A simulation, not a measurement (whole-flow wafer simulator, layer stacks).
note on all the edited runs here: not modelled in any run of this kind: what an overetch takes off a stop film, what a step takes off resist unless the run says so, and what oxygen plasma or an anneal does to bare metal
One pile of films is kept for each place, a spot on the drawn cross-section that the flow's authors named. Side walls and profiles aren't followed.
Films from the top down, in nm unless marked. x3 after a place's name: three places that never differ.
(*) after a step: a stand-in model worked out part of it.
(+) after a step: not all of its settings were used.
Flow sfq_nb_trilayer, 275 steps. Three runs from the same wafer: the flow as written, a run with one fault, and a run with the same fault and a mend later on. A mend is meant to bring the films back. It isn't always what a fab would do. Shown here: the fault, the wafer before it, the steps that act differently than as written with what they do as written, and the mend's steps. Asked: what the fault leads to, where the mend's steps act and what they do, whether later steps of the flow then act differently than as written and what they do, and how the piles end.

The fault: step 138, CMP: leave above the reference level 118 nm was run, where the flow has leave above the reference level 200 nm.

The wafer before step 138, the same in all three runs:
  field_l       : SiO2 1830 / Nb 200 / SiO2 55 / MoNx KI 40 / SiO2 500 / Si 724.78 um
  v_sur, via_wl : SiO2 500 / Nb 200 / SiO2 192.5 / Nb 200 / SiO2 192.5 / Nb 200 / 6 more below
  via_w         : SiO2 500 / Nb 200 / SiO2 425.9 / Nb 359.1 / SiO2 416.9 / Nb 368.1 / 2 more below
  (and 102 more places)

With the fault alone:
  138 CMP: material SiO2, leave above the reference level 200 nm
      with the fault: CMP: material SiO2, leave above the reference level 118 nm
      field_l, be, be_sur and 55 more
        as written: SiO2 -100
        with the fault: SiO2 -182
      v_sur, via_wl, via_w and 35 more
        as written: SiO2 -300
        with the fault: SiO2 -382
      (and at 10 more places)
  Later steps of the flow that act differently than as written (4 more steps differ only slightly, by at most 2% or 0.5 nm, whichever is larger, and aren't shown):
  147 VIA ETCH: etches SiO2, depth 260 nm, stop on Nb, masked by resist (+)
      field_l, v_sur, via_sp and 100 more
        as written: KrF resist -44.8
        with the fault: KrF resist -30.5
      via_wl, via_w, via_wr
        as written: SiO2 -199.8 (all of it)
        with the fault: SiO2 -117.8 (all of it)
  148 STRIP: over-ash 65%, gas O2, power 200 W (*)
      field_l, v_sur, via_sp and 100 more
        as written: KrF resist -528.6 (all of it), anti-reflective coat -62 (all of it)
        with the fault: KrF resist -543 (all of it), anti-reflective coat -62 (all of it)
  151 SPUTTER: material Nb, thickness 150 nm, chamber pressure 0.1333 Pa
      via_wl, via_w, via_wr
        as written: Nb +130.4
        with the fault: Nb +140
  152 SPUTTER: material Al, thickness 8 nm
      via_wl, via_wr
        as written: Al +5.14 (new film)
        with the fault: Al +6.11 (new film)
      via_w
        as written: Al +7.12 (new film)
        with the fault: Al +7.82 (new film)
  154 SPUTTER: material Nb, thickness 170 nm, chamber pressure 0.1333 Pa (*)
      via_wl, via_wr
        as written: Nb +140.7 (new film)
        with the fault: Nb +125.4 (new film)
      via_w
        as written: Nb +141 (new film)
        with the fault: Nb +166.6 (new film)
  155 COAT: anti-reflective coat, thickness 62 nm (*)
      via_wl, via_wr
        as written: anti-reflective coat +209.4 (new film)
        with the fault: anti-reflective coat +178.6 (new film)
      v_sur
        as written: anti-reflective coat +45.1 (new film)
        with the fault: anti-reflective coat +49.1 (new film)
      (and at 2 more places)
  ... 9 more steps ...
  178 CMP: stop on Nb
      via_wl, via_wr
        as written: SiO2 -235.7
        with the fault: SiO2 -327.1
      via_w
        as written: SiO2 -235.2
        with the fault: SiO2 -326.6
  At the end the piles differ from the flow's by more than 2% or 0.5 nm, whichever is larger, at field_l, v_sur, via_wl and 103 more.
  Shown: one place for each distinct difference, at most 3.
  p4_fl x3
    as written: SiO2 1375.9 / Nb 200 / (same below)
    with the fault: SiO2 1293.9 / Nb 200 / (same below)
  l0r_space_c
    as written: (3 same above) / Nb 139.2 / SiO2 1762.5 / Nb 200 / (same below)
    with the fault: (3 same above) / Nb 139.2 / SiO2 1680.5 / Nb 200 / (same below)
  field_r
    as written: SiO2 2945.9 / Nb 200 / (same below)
    with the fault: SiO2 2863.9 / Nb 200 / (same below)

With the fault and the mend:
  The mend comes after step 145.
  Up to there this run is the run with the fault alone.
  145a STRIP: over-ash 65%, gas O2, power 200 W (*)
      field_l, v_sur, via_sp and 100 more
        KrF resist -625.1 (all of it), anti-reflective coat -62 (all of it)
      via_wl, via_w, via_wr
        anti-reflective coat -62 (all of it)
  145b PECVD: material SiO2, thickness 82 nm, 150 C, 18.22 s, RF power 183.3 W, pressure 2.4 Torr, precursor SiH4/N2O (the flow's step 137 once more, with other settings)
      field_l, v_sur, via_wl and 103 more
        SiO2 +82
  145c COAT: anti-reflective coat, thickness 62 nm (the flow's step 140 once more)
      field_l, v_sur, via_wl and 103 more
        anti-reflective coat +62 (new film)
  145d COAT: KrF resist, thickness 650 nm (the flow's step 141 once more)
      field_l, v_sur, via_wl and 103 more
        KrF resist +650 (new film)
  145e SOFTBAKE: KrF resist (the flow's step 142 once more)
      changes no film at any place that is followed
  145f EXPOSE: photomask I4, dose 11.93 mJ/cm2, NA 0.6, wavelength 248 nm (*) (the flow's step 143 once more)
      changes no film at any place that is followed
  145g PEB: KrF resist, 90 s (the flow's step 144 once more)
      field_l, v_sur, via_wl and 103 more
        KrF resist -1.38
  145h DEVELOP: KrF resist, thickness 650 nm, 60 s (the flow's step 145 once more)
      field_l, v_sur, via_sp and 100 more
        KrF resist -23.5
      via_wl, via_w, via_wr
        KrF resist -648.6 (all of it)
  No later step of the flow acts differently than as written, at any place that is followed, by more than 2% or 0.5 nm, whichever is larger.
  At the end the piles differ from the flow's only slightly at the places that both follow, by at most 2% or 0.5 nm, whichever is larger.
